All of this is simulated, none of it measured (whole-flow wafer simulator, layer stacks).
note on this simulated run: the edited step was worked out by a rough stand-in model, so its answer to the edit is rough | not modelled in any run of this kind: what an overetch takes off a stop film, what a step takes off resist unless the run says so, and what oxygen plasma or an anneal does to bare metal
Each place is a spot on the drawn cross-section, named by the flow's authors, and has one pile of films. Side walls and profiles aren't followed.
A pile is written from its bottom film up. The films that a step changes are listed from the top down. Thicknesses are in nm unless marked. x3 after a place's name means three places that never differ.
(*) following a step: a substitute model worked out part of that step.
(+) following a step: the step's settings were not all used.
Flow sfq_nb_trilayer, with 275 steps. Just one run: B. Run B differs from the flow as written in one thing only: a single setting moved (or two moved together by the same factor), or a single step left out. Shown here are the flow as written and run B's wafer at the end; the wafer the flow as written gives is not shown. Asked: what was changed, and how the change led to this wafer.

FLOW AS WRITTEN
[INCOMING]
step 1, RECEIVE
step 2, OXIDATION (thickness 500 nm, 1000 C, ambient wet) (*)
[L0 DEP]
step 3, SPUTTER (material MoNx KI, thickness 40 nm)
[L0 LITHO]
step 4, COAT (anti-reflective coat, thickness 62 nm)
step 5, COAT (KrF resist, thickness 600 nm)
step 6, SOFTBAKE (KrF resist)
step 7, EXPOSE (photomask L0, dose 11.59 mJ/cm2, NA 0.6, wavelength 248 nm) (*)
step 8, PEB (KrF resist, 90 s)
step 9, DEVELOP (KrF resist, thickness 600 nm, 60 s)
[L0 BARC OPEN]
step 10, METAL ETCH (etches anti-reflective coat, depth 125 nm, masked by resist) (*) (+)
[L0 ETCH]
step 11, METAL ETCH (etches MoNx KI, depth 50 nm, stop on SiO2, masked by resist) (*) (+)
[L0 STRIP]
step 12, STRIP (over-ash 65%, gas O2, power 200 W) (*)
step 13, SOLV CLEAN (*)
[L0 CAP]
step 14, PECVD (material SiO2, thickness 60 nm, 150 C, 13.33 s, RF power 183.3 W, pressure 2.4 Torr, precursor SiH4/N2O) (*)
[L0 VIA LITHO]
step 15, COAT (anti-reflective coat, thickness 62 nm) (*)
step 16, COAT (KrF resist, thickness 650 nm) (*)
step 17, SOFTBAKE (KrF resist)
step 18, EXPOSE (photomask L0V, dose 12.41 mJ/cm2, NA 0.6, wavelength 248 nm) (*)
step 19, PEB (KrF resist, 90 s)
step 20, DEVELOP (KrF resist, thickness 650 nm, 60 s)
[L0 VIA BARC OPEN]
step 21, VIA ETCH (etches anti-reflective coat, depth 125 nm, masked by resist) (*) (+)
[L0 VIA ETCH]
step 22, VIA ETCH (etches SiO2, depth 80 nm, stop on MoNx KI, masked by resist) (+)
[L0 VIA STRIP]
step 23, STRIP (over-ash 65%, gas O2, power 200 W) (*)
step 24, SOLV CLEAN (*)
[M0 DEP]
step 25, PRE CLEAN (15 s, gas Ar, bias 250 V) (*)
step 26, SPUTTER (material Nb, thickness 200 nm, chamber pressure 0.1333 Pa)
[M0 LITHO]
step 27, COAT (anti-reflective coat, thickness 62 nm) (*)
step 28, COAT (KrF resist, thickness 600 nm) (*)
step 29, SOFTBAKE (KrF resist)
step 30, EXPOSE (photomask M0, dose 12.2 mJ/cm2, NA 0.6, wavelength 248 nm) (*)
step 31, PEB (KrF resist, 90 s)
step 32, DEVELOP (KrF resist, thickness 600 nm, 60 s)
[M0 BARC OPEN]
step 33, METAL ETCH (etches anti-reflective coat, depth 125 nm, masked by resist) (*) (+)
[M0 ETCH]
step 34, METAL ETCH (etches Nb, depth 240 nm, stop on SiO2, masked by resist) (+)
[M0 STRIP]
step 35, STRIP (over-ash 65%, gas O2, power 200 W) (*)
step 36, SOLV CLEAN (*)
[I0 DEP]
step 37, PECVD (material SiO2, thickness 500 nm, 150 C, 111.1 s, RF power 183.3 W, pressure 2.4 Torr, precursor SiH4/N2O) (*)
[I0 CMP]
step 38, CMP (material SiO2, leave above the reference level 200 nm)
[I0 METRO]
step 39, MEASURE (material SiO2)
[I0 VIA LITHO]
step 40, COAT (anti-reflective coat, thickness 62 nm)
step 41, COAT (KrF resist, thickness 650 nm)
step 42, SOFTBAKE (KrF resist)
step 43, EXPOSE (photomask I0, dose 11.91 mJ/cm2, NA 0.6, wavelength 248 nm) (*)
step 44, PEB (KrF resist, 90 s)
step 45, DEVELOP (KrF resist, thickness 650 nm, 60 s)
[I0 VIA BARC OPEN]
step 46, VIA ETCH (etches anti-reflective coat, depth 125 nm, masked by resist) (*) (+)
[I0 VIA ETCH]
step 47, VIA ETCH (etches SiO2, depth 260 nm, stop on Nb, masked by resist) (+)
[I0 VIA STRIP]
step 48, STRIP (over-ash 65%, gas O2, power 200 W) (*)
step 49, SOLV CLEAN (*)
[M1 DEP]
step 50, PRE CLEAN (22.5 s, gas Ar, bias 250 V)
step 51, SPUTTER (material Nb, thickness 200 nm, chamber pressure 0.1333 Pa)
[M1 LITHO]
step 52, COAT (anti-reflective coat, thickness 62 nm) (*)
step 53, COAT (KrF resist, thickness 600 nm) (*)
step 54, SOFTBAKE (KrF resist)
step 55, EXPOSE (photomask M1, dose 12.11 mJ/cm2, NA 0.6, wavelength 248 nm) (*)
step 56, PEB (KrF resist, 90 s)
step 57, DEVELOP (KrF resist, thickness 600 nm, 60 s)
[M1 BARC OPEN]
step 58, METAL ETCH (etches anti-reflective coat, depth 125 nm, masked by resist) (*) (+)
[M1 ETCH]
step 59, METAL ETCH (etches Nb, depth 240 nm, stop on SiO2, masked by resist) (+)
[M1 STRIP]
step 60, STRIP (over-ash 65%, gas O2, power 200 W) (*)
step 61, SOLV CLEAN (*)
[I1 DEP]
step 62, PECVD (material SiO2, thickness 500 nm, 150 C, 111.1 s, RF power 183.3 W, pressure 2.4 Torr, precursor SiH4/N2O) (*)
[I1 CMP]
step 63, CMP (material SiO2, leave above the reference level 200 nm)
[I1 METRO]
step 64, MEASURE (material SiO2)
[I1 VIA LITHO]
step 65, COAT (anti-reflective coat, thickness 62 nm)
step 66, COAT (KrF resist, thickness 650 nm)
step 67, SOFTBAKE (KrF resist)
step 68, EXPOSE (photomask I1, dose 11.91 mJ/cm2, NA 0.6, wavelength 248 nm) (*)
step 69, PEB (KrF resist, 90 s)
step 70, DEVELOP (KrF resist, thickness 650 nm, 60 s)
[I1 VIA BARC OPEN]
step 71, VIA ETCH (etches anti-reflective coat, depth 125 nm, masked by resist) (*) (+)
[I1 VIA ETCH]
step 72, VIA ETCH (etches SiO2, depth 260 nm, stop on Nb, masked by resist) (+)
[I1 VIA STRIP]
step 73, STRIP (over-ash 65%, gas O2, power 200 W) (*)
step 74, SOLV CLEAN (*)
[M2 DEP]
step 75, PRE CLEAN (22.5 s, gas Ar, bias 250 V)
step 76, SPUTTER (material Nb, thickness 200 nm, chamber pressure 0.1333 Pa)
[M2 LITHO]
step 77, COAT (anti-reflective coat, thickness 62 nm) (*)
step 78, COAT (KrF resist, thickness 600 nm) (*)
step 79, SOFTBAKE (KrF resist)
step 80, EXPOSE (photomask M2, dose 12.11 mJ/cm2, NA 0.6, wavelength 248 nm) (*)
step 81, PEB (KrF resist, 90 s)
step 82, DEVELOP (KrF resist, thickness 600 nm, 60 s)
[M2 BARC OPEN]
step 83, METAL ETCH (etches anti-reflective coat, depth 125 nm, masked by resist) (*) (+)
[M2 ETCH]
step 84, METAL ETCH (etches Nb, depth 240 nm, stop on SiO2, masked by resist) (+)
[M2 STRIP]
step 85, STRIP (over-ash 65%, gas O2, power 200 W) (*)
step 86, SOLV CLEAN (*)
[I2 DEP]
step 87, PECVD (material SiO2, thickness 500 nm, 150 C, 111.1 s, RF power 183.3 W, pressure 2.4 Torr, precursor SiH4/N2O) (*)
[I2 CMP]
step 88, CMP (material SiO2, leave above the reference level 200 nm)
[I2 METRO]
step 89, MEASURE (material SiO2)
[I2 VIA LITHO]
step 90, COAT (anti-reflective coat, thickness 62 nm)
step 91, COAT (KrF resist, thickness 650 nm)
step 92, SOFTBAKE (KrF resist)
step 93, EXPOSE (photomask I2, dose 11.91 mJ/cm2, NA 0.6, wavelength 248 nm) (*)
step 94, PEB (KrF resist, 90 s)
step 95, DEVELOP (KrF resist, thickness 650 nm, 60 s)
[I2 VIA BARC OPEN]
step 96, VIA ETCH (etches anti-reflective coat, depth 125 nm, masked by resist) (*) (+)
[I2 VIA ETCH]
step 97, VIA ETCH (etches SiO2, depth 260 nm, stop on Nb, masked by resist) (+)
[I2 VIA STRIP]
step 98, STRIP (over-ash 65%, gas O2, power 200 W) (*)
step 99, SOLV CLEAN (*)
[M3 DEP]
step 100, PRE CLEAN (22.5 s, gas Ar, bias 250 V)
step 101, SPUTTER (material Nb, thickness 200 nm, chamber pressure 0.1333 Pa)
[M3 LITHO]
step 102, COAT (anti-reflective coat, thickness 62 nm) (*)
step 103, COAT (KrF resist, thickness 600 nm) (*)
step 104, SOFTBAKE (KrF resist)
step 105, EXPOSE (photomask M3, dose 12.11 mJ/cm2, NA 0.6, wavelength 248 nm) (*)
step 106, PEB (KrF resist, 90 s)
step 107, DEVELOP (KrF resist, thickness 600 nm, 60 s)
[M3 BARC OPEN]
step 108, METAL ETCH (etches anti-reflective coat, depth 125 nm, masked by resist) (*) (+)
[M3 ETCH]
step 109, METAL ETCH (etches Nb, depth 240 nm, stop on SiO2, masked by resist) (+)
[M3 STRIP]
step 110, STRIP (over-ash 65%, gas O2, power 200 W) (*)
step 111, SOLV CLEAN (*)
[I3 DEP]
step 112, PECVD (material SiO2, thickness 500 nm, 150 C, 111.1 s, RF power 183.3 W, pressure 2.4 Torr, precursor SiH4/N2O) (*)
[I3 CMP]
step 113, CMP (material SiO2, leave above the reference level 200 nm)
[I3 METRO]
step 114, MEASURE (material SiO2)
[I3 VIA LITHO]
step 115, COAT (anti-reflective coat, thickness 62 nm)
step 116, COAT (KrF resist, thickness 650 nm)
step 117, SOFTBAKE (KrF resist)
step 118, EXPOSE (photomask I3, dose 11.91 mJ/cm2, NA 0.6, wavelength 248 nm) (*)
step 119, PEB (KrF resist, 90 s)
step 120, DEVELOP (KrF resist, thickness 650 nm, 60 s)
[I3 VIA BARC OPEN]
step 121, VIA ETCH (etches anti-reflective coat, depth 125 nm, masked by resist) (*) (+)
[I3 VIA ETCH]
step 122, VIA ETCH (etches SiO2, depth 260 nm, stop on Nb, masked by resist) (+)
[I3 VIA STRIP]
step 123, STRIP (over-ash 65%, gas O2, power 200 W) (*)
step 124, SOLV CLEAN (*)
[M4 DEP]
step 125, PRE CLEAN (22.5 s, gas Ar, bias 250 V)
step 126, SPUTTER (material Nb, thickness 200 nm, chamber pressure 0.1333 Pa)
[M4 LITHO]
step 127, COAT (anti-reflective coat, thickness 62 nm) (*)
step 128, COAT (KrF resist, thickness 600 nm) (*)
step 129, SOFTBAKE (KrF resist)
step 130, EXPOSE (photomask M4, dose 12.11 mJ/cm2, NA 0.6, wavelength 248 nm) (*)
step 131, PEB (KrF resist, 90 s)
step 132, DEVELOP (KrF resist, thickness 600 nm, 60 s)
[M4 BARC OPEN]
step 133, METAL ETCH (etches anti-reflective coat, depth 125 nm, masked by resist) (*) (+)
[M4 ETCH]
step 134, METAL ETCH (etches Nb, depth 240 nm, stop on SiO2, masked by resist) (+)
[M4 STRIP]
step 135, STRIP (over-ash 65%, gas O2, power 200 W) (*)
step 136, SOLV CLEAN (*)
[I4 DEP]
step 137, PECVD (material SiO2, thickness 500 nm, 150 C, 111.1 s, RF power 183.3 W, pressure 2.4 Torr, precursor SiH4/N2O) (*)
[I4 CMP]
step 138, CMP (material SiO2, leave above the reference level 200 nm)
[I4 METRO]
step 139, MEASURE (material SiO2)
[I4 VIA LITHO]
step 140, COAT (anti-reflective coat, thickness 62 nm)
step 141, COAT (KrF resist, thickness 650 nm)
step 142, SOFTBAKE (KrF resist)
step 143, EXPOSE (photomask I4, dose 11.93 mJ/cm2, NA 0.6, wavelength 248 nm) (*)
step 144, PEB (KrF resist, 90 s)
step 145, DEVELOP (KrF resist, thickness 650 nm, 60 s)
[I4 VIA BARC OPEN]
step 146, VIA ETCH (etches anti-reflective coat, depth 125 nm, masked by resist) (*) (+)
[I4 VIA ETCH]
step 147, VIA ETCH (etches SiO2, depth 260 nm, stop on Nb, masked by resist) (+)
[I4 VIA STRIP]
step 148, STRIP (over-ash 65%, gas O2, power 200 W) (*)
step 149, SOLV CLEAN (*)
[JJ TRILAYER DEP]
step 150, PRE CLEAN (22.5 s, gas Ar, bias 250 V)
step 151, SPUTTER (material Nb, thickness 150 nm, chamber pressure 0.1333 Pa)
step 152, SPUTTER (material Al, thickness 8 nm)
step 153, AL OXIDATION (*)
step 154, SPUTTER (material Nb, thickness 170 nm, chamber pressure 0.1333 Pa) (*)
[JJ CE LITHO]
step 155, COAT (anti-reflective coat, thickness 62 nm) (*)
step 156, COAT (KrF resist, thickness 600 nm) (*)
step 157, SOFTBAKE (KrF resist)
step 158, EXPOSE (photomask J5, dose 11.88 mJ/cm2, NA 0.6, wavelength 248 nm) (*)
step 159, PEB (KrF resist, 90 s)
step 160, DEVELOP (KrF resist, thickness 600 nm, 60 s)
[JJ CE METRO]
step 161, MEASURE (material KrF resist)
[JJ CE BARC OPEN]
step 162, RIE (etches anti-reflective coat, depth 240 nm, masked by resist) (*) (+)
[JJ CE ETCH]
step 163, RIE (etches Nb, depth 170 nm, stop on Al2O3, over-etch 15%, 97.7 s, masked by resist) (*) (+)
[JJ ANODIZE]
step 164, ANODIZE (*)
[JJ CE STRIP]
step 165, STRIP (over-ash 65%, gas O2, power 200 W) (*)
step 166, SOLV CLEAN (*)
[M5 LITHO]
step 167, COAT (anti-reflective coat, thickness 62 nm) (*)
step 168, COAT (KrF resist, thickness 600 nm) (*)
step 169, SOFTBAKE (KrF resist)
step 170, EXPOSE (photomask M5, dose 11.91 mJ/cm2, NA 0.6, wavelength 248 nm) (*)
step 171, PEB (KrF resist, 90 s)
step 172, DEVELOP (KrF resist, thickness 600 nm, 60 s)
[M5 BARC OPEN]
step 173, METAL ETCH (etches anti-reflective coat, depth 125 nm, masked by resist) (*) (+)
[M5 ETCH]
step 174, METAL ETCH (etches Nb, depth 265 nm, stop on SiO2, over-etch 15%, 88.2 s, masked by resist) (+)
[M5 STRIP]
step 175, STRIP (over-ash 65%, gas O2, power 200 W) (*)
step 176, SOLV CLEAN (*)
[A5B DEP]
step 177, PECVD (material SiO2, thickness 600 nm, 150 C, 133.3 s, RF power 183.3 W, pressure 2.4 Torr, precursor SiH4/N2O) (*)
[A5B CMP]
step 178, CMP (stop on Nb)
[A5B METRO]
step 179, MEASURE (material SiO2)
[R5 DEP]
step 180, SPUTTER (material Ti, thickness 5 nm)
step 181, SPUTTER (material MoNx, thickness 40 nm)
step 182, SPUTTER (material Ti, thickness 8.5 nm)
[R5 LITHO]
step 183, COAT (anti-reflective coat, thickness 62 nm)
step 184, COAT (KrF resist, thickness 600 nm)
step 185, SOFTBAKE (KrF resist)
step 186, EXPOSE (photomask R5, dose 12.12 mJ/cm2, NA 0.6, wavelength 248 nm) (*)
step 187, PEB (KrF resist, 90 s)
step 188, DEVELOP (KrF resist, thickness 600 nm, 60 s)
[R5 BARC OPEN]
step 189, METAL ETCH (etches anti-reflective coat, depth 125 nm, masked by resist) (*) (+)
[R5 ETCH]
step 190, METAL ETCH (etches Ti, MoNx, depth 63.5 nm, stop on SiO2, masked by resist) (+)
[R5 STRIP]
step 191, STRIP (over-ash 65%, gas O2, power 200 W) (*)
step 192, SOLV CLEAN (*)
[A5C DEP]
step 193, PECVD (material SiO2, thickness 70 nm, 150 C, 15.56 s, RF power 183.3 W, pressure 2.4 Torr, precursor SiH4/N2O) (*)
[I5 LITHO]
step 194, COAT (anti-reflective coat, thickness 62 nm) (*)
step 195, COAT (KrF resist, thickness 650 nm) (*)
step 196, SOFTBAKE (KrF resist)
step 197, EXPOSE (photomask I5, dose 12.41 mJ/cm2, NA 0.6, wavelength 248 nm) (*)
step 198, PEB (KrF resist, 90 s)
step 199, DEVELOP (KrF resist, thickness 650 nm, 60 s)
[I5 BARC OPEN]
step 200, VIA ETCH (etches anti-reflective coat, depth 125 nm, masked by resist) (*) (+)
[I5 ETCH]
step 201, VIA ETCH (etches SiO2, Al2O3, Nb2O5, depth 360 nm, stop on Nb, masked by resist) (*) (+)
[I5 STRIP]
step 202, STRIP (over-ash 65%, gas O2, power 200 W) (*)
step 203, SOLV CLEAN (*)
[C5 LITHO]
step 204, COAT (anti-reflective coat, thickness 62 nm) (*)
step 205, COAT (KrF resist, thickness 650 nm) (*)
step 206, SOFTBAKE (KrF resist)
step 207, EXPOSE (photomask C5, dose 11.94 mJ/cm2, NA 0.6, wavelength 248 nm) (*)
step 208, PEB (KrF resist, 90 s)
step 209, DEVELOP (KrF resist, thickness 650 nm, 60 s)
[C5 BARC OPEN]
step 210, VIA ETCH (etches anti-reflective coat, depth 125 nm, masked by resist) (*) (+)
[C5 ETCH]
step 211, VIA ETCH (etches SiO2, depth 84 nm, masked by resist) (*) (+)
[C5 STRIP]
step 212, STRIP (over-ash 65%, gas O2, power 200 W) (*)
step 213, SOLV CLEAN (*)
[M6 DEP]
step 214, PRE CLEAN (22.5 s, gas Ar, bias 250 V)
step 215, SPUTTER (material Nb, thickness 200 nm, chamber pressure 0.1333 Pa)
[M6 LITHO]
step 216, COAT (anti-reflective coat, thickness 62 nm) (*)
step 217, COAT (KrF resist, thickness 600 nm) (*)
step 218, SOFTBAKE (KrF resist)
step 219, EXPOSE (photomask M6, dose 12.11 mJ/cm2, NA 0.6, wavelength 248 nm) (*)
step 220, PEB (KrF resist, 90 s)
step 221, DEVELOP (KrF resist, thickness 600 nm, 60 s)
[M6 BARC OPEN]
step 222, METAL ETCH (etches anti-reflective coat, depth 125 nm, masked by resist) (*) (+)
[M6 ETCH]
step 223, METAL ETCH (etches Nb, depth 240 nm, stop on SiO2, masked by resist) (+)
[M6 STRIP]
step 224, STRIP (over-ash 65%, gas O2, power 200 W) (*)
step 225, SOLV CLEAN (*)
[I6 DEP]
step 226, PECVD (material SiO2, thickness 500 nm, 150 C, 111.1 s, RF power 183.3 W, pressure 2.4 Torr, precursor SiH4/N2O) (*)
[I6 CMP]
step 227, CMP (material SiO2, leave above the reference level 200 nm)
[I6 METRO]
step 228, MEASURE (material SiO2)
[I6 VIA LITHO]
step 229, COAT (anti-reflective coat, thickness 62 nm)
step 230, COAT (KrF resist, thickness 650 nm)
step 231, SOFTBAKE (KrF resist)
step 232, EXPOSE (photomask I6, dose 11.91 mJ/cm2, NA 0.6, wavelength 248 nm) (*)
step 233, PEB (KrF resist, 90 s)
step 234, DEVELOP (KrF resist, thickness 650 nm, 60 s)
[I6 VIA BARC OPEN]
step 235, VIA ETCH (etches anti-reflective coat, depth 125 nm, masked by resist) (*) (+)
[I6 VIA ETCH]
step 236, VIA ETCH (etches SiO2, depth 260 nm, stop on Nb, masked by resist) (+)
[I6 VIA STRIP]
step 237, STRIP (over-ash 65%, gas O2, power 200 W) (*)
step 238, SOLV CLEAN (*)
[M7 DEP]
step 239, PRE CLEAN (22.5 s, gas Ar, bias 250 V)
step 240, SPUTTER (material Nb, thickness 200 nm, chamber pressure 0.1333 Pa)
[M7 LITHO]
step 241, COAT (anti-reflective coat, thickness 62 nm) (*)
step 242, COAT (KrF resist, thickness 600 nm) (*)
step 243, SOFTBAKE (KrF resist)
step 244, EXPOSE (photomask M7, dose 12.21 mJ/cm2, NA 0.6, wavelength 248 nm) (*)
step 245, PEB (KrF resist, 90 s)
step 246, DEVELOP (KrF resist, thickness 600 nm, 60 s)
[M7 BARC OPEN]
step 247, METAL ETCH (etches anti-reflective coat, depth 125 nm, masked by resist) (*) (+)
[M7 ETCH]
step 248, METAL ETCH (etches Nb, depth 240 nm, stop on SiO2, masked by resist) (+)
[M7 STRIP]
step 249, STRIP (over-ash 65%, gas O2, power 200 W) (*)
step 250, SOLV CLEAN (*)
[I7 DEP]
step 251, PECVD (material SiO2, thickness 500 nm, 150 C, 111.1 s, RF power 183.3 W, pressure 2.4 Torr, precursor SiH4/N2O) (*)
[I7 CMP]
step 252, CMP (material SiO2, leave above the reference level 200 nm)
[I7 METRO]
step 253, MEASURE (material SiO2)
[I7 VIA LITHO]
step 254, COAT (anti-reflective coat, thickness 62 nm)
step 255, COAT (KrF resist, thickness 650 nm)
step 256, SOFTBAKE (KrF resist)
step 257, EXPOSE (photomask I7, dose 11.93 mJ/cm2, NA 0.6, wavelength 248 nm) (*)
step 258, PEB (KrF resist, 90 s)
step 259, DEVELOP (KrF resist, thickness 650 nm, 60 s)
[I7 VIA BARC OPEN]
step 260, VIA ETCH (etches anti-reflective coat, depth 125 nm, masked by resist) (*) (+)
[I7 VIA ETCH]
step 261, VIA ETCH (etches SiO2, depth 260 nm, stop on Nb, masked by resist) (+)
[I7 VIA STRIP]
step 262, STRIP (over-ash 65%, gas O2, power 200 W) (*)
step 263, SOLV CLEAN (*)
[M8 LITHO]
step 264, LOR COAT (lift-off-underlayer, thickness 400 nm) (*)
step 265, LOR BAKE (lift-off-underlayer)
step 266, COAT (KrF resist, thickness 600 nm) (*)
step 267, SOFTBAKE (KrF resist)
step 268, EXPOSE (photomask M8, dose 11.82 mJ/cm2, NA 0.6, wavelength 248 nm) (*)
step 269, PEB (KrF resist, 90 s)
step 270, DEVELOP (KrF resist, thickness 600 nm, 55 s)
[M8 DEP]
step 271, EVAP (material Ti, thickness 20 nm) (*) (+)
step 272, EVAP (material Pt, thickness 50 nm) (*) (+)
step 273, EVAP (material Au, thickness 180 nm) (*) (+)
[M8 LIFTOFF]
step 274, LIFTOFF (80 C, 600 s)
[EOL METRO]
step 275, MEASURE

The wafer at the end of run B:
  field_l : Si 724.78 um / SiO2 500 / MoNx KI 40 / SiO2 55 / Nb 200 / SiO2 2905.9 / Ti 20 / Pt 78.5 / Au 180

The reason: step 272, EVAP: thickness 78.5 nm was run, though the flow has thickness 50 nm.
One can read it off the wafer: field_l has Pt 78.5, and step 272 as written asks for 50 nm.

Step by step, how the change led to this:
  step 272, EVAP (material Pt, thickness 50 nm) (*) (+)
      field_l, v_sur, via_wl and 103 more: Pt gains 78.5 (new film) (it would be, as written: Pt gains 50 (new film))
  step 274, LIFTOFF (80 C, 600 s)
      p4_fl, p4_fm, p4_w1 and 71 more: Au loses 180 (all of it), Pt loses 78.5 (all of it), Ti loses 20 (all of it), KrF resist loses 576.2 (all of it), lift-off-underlayer loses 400 (all of it) (it would be, as written: Au loses 180 (all of it), Pt loses 50 (all of it), Ti loses 20 (all of it), KrF resist loses 576.2 (all of it), lift-off-underlayer loses 400 (all of it))
      c5j, ce_r: Au loses 180 (all of it), Pt loses 78.5 (all of it), Ti loses 20 (all of it), KrF resist loses 573.3 (all of it), lift-off-underlayer loses 399.3 (all of it) (it would be, as written: Au loses 180 (all of it), Pt loses 50 (all of it), Ti loses 20 (all of it), KrF resist loses 573.3 (all of it), lift-off-underlayer loses 399.3 (all of it))
      (and at 19 other places as well)
